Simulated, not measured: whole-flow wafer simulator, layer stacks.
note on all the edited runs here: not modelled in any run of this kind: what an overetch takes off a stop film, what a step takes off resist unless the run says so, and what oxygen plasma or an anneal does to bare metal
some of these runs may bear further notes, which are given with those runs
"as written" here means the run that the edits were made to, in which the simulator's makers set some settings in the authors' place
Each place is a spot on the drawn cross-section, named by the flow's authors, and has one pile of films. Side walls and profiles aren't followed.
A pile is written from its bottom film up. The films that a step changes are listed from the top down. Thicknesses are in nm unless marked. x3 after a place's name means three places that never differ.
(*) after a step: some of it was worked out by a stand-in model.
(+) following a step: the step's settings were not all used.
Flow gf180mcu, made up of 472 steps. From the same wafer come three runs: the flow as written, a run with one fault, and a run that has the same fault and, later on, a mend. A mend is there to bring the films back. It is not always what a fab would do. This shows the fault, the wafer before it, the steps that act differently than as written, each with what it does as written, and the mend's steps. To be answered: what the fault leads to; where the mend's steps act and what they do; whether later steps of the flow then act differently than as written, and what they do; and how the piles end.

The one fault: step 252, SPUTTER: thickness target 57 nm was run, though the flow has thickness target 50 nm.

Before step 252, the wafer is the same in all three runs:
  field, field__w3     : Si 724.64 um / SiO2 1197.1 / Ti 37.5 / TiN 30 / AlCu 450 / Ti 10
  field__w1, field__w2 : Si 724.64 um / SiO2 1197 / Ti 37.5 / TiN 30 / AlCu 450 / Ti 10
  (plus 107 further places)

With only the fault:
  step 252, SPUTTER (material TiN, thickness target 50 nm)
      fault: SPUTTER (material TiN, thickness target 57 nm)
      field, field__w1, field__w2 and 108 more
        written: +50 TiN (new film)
        fault: +57 TiN (new film)
  Steps later in the flow that act otherwise than as written (not shown: 5 more steps that differ only slightly, by at most 2% or 0.5 nm, whichever is larger):
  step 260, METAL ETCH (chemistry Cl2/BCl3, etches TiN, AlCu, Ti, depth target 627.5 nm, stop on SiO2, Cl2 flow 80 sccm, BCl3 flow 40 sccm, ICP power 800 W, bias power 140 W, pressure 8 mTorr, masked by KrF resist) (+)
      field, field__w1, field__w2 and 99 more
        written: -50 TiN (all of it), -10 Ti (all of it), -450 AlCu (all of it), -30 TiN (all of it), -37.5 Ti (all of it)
        fault: -57 TiN (all of it), -10 Ti (all of it), -450 AlCu (all of it), -30 TiN (all of it), -37.5 Ti (all of it)
  By the end, the piles at field__w8, contact, m1 and 6 more depart from the flow's by more than 2% or 0.5 nm, whichever is larger.
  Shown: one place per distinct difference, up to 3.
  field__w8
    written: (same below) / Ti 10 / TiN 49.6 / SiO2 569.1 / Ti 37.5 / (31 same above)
    fault: (same below) / Ti 10 / TiN 56.6 / SiO2 562.1 / Ti 37.5 / (31 same above)
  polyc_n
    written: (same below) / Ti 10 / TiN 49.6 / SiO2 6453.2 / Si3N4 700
    fault: (same below) / Ti 10 / TiN 56.6 / SiO2 6446.2 / Si3N4 700
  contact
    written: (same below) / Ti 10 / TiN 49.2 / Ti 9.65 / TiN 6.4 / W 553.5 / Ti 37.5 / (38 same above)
    fault: (same below) / Ti 10 / TiN 56.2 / Ti 9.69 / TiN 6.43 / W 546.4 / Ti 37.5 / (38 same above)

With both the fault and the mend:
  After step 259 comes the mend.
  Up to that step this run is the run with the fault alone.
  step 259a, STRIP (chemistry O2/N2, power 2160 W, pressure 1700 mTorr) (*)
      field__w8, contact, m1 and 6 more
        -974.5 KrF resist (all of it)
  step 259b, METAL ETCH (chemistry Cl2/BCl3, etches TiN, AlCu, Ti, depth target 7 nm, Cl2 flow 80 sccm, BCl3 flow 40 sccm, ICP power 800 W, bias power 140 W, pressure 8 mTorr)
      field, field__w1, field__w2 and 108 more
        -7 TiN
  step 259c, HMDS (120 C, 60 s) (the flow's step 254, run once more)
      alters no film at any place that is followed
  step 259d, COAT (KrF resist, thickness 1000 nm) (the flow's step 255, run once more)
      field, field__w1, field__w2 and 108 more
        +1000 KrF resist (new film)
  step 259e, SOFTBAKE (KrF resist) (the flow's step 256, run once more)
      alters no film at any place that is followed
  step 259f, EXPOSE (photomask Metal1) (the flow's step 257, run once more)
      alters no film at any place that is followed
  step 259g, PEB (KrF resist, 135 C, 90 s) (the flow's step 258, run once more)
      field, field__w1, field__w2 and 108 more
        -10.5 KrF resist
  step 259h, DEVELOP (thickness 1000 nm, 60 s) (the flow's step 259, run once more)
      field, field__w1, field__w2 and 99 more
        -989.5 KrF resist (all of it)
      field__w8, contact, m1 and 6 more
        -14.9 KrF resist
  Later steps of the flow that are run all act as written at every place that is followed.
  By the end, the piles equal the flow's at every place that both follow.
